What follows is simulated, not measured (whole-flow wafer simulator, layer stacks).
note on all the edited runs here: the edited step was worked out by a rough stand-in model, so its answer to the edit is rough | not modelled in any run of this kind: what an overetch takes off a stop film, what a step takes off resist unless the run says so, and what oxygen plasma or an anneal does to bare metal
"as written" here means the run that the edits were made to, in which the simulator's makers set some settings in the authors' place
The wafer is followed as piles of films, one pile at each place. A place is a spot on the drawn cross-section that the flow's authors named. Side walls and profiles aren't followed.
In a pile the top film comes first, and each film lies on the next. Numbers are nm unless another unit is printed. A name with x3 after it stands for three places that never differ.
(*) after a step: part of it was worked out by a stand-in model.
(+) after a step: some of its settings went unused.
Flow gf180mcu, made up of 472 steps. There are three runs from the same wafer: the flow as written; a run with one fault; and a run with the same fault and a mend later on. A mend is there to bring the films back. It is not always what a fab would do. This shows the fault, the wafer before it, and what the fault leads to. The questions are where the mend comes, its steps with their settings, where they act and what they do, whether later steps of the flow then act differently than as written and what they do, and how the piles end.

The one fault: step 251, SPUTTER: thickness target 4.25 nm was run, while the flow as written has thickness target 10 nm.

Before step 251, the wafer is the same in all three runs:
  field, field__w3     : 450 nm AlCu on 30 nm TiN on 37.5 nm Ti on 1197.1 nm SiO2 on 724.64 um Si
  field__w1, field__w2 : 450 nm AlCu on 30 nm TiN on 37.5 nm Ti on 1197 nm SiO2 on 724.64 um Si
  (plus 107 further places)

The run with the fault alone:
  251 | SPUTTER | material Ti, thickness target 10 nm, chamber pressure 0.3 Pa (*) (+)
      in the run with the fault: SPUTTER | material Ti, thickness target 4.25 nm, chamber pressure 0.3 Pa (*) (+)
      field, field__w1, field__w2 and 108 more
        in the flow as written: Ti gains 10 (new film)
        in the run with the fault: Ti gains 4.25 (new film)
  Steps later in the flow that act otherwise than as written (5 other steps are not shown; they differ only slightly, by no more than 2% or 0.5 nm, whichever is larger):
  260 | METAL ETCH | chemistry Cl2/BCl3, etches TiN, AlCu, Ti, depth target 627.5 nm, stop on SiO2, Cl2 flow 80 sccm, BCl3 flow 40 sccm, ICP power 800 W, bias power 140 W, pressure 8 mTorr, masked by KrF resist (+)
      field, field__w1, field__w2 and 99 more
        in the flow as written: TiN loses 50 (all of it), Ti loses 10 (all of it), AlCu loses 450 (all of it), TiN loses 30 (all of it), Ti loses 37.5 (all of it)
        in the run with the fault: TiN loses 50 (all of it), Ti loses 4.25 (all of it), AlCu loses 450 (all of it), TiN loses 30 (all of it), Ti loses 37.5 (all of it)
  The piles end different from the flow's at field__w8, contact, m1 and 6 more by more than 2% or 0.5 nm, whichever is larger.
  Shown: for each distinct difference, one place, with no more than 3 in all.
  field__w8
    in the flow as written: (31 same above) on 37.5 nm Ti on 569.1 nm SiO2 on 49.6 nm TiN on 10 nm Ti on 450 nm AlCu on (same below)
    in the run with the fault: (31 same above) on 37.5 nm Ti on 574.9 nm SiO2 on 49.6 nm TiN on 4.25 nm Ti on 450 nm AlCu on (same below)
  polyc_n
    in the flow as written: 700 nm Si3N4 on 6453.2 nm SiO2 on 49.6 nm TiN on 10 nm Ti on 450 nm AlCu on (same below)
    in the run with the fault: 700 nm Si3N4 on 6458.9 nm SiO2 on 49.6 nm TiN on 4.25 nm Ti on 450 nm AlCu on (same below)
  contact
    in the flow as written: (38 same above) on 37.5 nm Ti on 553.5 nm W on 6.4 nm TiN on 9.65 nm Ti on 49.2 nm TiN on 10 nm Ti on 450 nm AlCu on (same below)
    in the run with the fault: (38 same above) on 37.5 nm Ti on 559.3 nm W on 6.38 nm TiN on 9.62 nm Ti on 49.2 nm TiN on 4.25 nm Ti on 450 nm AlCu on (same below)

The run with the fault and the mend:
  The mend follows step 251.
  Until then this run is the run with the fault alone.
  251a | SPUTTER | material Ti, thickness target 5.75 nm, chamber pressure 0.3 Pa (*) (+) (a further turn of the flow's step 251, with different settings)
      field, field__w1, field__w2 and 108 more
        Ti gains 5.75
  Every later step of the flow that is run acts as written at every place that is followed.
  By the end, the piles equal the flow's at every place that both follow.
